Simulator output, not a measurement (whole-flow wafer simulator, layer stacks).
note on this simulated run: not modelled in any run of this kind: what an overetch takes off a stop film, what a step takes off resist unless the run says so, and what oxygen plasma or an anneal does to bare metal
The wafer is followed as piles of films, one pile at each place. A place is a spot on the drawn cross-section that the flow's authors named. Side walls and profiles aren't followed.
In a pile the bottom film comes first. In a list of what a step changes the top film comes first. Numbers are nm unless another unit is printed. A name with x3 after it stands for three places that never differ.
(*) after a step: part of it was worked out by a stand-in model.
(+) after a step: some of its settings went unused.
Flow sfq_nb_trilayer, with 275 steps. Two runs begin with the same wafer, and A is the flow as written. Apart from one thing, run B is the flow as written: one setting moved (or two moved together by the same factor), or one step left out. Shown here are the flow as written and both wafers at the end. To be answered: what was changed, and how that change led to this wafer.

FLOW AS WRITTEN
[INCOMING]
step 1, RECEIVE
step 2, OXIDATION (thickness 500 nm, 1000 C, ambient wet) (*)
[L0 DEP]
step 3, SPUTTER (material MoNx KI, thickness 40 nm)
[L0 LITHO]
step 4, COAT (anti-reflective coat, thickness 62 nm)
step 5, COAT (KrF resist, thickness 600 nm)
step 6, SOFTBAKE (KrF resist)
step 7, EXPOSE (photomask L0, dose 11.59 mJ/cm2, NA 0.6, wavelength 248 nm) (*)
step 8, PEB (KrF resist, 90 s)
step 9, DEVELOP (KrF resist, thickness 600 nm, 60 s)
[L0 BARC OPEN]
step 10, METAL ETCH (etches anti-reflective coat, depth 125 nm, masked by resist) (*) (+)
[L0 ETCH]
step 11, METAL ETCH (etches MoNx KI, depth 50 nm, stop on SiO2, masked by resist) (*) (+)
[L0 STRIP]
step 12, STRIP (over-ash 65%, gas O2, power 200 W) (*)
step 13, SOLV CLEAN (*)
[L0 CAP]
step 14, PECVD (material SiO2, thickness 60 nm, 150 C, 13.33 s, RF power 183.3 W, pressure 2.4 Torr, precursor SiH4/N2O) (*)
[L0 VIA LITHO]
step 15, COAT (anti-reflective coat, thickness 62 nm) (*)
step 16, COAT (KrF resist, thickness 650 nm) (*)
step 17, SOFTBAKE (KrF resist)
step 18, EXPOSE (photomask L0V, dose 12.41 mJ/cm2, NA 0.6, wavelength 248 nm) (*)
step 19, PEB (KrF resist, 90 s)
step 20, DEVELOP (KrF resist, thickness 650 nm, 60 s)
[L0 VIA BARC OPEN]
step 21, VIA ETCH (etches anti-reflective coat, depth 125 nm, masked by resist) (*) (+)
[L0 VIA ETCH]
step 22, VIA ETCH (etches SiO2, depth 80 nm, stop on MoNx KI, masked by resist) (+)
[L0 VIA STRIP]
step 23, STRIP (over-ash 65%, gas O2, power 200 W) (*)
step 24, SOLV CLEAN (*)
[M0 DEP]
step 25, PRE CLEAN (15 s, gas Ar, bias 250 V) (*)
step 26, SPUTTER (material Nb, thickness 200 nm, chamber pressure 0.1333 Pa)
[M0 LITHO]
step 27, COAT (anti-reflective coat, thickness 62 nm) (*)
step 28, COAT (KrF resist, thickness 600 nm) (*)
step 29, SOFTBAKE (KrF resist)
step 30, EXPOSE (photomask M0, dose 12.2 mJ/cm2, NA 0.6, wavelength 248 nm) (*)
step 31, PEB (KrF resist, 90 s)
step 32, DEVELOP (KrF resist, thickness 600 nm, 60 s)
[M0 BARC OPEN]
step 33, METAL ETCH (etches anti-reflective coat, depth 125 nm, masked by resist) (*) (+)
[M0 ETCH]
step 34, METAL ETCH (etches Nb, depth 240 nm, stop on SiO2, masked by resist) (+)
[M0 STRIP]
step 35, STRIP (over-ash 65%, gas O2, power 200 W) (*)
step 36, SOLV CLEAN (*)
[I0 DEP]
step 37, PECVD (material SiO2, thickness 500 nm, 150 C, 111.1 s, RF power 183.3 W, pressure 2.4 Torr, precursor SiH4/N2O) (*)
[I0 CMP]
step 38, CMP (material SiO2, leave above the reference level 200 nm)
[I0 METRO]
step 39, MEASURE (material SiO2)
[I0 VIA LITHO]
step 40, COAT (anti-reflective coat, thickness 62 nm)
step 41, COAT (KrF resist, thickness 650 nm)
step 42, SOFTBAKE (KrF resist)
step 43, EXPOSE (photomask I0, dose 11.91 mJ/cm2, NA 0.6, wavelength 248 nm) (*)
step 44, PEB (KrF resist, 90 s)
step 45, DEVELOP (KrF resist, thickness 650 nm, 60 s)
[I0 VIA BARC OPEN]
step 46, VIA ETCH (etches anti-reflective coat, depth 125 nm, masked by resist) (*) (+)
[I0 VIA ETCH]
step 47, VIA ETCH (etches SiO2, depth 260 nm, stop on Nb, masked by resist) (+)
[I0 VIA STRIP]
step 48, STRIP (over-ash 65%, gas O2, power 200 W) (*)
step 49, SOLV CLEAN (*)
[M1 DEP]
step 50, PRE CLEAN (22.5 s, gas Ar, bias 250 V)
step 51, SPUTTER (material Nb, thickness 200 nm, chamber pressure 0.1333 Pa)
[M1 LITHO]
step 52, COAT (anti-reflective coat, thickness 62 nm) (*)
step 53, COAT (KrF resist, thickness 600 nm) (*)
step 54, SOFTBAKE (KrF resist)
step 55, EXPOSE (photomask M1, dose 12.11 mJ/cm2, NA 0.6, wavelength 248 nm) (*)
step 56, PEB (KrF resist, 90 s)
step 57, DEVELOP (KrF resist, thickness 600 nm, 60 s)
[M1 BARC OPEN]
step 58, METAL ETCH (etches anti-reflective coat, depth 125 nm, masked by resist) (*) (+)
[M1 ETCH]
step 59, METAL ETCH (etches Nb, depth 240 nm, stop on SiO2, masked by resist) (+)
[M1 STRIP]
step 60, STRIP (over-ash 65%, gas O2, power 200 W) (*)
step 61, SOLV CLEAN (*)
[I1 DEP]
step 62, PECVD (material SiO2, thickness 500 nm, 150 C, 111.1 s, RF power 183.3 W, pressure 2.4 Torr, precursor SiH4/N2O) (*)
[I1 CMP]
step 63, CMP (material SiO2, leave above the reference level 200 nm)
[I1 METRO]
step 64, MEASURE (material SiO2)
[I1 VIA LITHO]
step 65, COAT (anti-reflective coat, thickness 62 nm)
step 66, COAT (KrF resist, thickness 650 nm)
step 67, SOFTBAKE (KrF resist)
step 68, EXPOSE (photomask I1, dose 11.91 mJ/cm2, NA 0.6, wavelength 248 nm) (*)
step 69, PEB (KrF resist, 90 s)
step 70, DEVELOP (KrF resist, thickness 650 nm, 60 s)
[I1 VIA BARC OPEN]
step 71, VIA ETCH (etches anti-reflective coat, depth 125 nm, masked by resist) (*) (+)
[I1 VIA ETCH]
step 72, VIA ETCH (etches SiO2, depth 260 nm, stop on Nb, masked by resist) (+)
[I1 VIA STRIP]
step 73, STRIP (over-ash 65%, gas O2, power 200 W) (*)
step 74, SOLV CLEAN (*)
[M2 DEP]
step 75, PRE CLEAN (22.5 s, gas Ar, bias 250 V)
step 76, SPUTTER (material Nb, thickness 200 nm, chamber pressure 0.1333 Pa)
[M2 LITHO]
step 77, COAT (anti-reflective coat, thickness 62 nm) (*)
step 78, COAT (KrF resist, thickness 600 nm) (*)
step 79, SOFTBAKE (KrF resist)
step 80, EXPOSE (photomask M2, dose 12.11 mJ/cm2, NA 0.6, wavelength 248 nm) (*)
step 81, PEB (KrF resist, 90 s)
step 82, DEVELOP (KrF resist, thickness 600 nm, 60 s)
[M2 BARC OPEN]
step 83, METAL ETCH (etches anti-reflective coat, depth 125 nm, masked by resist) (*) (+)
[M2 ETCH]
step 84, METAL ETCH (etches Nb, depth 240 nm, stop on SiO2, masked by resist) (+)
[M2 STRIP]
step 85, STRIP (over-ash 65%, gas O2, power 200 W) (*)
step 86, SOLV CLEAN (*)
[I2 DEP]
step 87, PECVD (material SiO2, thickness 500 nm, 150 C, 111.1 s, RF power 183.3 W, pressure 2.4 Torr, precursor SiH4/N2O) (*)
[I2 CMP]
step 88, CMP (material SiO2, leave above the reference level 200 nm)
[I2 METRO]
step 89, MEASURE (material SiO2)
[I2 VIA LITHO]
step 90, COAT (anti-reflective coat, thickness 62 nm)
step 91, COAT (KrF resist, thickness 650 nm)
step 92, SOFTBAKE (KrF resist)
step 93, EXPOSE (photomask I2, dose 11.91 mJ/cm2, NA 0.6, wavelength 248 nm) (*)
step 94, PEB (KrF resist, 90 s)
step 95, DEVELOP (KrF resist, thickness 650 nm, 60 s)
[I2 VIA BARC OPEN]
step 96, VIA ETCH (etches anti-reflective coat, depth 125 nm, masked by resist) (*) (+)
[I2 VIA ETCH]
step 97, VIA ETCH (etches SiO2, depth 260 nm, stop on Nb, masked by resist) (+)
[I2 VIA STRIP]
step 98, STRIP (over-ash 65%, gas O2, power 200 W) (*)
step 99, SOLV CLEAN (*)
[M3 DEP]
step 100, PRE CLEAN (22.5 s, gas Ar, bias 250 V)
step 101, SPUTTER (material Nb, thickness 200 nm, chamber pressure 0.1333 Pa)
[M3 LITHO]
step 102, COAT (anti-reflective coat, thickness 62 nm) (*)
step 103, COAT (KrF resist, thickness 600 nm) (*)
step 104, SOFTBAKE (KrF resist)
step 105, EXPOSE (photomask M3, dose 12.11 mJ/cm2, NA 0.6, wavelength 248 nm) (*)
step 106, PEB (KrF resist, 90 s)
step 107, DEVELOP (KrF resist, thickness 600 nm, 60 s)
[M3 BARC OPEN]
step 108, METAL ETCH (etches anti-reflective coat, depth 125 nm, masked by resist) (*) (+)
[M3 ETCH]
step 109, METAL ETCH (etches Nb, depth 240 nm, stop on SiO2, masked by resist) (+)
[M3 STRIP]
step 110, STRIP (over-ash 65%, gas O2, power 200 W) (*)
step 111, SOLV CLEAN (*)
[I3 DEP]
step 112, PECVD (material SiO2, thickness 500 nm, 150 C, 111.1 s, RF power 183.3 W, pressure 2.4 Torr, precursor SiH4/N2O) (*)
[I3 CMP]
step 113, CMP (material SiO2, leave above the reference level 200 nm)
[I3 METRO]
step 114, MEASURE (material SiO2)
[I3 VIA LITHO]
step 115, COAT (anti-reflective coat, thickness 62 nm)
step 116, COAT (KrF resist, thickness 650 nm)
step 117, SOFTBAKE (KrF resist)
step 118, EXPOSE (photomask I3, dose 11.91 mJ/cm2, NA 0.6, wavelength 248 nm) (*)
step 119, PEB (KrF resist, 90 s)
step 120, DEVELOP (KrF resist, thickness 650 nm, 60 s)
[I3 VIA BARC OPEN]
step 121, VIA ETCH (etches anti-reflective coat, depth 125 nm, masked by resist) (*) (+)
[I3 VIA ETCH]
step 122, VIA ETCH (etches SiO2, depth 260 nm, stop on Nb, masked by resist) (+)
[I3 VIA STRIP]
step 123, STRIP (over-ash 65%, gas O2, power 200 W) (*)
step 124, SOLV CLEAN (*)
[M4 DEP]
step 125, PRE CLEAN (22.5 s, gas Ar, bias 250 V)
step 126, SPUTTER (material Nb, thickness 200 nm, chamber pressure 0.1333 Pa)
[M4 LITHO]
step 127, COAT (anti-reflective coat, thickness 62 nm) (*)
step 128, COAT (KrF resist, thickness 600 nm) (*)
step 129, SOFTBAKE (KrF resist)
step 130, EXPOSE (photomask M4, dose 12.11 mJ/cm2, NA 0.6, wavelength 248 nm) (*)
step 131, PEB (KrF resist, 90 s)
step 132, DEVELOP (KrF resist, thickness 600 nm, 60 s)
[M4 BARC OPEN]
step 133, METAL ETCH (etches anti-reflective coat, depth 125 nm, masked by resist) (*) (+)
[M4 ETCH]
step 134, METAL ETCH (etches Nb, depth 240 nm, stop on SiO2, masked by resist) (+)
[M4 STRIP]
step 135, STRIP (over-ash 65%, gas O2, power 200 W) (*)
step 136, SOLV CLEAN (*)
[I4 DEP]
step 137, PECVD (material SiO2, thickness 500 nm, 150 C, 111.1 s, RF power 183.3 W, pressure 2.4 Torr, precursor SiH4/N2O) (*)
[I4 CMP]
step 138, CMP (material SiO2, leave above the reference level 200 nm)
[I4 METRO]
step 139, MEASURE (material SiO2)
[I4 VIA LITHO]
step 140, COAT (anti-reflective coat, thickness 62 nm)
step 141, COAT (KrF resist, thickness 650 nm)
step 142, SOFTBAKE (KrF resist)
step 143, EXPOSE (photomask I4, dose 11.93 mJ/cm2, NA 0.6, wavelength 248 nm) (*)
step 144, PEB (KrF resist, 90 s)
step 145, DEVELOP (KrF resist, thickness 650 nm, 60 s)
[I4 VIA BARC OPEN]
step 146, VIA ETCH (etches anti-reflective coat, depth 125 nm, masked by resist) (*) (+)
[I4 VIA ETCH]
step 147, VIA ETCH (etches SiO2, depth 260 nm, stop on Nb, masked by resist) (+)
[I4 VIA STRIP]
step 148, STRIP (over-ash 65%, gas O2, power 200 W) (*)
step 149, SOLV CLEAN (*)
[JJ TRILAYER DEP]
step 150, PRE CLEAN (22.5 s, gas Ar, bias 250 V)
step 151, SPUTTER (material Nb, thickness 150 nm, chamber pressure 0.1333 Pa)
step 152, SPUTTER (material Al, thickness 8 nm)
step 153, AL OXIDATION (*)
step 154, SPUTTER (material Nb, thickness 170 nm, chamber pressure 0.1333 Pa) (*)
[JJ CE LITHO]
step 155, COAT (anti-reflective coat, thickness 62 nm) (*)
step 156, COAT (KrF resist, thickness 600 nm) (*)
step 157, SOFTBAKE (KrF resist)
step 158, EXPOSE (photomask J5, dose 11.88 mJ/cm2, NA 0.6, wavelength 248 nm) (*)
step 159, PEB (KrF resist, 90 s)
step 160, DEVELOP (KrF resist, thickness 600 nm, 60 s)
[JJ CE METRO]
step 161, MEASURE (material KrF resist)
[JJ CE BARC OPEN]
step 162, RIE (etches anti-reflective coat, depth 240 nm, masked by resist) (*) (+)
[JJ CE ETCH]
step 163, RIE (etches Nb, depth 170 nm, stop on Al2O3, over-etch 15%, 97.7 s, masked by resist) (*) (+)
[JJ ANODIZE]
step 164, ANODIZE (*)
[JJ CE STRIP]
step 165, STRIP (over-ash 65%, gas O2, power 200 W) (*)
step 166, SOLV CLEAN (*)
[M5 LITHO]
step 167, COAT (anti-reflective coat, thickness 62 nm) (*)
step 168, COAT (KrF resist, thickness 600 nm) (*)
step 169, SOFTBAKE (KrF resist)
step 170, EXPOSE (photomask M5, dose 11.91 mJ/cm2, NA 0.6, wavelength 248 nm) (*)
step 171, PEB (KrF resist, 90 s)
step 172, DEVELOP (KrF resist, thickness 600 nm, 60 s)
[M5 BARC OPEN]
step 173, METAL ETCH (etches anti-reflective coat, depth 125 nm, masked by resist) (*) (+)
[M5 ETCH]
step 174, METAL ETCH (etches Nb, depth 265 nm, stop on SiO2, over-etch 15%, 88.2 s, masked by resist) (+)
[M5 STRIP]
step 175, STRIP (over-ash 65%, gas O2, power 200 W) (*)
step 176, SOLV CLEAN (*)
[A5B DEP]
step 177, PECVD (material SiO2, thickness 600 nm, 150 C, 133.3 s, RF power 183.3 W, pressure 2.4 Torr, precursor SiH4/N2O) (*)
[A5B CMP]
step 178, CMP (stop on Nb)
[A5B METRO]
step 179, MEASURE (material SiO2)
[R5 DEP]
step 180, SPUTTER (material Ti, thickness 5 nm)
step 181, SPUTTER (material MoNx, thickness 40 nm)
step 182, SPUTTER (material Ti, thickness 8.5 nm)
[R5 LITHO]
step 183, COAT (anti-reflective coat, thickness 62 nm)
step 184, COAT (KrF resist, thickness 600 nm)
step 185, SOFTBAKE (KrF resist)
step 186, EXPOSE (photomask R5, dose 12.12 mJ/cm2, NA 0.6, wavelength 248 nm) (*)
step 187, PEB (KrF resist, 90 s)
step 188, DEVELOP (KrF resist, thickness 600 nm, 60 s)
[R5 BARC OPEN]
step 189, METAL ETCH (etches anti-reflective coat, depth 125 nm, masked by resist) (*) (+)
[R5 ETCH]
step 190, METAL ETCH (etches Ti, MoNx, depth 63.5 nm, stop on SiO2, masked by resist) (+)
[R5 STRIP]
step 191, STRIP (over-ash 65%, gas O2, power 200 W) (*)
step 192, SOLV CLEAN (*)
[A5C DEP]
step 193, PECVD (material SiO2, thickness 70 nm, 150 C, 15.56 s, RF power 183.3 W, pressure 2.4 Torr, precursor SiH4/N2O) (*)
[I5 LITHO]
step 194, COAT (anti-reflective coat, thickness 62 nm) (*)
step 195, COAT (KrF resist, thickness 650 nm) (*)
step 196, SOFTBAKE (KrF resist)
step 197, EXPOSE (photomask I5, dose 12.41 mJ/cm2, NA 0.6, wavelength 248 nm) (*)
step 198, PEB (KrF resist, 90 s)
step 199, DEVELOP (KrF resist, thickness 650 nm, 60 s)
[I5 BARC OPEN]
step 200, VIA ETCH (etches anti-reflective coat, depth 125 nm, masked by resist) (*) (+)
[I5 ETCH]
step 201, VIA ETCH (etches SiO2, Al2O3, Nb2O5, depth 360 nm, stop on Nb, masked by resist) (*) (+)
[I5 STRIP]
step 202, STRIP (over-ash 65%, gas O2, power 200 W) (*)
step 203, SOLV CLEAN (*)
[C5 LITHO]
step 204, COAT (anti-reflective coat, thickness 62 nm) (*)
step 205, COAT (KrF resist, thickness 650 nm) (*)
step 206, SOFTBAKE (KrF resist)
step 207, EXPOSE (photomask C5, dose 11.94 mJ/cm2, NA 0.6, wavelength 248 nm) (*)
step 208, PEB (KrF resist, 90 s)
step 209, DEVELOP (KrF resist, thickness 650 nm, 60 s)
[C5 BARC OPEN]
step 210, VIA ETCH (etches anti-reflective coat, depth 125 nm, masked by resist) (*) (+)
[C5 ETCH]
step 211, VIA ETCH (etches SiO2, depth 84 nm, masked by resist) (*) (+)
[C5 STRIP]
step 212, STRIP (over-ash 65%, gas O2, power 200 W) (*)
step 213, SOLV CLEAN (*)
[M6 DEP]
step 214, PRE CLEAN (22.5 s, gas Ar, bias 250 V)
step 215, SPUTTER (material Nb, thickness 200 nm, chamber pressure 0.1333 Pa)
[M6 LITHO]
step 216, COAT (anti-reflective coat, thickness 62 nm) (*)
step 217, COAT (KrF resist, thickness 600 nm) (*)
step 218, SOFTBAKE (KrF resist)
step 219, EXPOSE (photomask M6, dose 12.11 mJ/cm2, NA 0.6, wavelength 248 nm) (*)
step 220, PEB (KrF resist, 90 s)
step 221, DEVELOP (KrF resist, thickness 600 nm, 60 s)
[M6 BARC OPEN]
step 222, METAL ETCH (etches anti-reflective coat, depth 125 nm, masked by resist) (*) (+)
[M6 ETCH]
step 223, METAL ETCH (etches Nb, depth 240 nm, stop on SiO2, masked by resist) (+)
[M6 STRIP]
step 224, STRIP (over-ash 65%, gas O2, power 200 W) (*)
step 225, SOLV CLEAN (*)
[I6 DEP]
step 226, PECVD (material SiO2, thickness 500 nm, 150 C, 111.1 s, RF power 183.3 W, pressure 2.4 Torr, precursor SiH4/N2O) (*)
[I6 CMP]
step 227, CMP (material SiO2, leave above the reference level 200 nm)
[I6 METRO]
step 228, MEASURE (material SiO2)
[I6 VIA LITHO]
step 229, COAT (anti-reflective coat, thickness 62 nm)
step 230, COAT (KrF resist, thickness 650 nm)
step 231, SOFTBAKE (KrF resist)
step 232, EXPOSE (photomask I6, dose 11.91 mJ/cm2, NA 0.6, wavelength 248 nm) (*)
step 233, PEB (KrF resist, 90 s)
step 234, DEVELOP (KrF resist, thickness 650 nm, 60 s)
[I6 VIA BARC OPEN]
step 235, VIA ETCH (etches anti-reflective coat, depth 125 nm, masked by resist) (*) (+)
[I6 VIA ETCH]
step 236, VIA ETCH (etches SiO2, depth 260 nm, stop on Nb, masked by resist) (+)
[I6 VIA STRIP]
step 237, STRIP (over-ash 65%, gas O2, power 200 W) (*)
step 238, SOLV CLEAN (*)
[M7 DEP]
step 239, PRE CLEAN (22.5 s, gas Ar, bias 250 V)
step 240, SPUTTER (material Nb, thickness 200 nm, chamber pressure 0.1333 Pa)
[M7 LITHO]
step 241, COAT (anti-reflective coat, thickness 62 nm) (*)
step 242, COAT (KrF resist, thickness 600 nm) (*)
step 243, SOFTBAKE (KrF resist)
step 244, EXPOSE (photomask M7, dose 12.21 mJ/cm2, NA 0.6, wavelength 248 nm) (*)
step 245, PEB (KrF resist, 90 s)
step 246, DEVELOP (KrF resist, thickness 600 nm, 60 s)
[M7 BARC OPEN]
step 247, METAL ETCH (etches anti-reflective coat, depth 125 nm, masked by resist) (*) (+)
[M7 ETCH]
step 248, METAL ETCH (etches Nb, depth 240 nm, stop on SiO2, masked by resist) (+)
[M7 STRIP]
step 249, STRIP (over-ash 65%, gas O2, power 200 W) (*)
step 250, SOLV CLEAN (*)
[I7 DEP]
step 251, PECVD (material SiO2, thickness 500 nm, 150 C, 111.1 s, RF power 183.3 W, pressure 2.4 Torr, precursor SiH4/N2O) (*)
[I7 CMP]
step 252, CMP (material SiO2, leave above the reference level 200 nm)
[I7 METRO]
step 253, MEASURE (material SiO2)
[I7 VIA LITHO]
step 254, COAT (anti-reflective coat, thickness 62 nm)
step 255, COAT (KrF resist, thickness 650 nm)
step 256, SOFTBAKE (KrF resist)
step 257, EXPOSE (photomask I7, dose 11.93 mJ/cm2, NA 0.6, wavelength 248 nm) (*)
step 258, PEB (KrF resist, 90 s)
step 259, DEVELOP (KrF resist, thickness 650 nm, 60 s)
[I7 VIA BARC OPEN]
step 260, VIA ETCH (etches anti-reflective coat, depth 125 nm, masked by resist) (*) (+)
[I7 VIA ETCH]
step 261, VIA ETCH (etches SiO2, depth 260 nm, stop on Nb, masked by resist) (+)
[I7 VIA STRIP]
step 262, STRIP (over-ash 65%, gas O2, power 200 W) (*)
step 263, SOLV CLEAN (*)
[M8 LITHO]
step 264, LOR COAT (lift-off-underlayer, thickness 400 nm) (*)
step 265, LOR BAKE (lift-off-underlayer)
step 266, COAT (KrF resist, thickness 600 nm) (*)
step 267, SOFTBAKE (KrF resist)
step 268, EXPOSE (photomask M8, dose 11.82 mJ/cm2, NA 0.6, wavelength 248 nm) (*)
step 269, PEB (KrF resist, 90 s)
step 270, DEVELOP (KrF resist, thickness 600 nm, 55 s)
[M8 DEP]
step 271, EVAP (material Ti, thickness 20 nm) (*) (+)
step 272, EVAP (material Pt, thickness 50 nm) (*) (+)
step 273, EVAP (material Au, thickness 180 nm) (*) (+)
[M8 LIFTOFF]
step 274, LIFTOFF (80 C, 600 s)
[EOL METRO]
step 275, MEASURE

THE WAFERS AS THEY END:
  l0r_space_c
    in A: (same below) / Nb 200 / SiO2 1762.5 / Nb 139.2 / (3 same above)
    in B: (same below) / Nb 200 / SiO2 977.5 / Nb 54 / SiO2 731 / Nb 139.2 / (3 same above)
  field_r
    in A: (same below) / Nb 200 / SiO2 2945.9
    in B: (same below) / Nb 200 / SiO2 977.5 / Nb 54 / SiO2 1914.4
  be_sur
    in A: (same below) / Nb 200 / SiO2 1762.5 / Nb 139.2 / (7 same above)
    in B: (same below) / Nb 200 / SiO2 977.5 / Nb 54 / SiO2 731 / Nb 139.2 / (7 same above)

The reason: step 109, METAL ETCH: depth 146 nm was run, though the flow has depth 240 nm.

Step by step, how the change led to this:
  step 109, METAL ETCH (etches Nb, depth 240 nm, stop on SiO2, masked by resist) (+)
      field_l, be, be_sur and 72 more: A -200 Nb (all of it) | B -146 Nb
      v_sur, via_wl, via_w and 28 more: A -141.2 KrF resist | B -85.9 KrF resist
  step 110, STRIP (over-ash 65%, gas O2, power 200 W) (*)
      p4_w1, p4_w2, p4_w3 and 21 more: A -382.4 KrF resist (all of it), -62 anti-reflective coat (all of it) | B -437.7 KrF resist (all of it), -62 anti-reflective coat (all of it)
      via_wl, via_wr: A -384.2 KrF resist (all of it), -34.2 anti-reflective coat (all of it) | B -439.5 KrF resist (all of it), -34.2 anti-reflective coat (all of it)
      (and at 5 other places as well)
  step 112, PECVD (material SiO2, thickness 500 nm, 150 C, 111.1 s, RF power 183.3 W, pressure 2.4 Torr, precursor SiH4/N2O) (*)
      field_l, be, be_sur and 64 more: A +500 SiO2 | B +500 SiO2 (new film)
      p4_g1, p4_g2, p3_s0, p3_s1, p3_s2, p3_s3, p3_s4, p3_s5: A +557.1 SiO2 | B +503.1 SiO2 (new film)
  step 113, CMP (material SiO2, leave above the reference level 200 nm)
      field_l, be, be_sur and 64 more: A -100 SiO2 | B -154 SiO2
With metal films that touch counted as one body, l0r_space_c has 3 bodies (between them, from the top down: SiO2 731; SiO2 977.5); the flow as written gives 2 bodies (between them, from the top down: SiO2 1762.5).
With metal films that touch counted as one body, field_r has 2 bodies (between them, from the top down: SiO2 977.5); the flow as written gives 1 body.
With metal films that touch counted as one body, be_sur has 5 bodies (between them, from the top down: SiO2 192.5; SiO2 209 / Al2O3 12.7 / Nb2O5 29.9; SiO2 731; SiO2 977.5); the flow as written gives 4 bodies (between them, from the top down: SiO2 192.5; SiO2 209 / Al2O3 12.7 / Nb2O5 29.9; SiO2 1762.5).
